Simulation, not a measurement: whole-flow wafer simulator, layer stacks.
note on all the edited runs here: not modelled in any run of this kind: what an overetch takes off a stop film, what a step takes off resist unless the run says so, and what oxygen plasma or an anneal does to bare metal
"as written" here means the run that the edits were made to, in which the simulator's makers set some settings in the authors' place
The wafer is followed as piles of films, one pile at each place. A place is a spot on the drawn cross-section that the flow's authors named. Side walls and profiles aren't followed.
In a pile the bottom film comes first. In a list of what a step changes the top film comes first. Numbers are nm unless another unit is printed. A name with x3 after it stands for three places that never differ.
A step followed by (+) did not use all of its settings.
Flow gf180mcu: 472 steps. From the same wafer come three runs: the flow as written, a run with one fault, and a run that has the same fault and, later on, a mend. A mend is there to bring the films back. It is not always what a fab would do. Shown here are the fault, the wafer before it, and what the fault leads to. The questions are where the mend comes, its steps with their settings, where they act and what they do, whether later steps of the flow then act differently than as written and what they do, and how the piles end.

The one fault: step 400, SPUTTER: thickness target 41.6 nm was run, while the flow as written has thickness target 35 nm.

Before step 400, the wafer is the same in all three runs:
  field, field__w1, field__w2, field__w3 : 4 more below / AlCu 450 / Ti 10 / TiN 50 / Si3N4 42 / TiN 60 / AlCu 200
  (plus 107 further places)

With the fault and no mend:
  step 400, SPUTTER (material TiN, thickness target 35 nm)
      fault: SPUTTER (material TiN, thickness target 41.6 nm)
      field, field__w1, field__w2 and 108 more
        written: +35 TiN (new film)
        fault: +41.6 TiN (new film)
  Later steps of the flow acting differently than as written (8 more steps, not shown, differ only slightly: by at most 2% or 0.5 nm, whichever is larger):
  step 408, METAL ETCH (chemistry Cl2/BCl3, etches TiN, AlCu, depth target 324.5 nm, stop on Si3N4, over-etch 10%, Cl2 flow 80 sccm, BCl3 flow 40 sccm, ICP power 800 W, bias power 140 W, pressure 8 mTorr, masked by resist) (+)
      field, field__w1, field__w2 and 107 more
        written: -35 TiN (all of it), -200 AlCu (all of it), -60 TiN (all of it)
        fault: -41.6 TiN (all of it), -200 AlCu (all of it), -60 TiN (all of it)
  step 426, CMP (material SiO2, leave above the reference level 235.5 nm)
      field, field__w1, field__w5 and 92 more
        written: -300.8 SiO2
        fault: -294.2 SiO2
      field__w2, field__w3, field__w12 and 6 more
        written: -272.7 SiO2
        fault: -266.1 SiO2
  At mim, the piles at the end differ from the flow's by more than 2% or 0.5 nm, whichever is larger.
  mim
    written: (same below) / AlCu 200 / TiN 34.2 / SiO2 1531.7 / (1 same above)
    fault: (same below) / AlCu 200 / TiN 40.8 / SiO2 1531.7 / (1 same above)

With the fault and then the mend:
  The mend stands after step 400.
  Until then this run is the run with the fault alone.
  step 400a, METAL ETCH (chemistry Cl2/BCl3, etches TiN, AlCu, Ti, depth target 6.6 nm, Cl2 flow 80 sccm, BCl3 flow 40 sccm, ICP power 800 W, bias power 140 W, pressure 8 mTorr) (a further turn of the flow's step 260, with different settings)
      field, field__w1, field__w2 and 108 more
        -6.6 TiN
  Every later step of the flow that is run acts as written at every place that is followed.
  At every place that both follow, the piles at the end match the flow's.
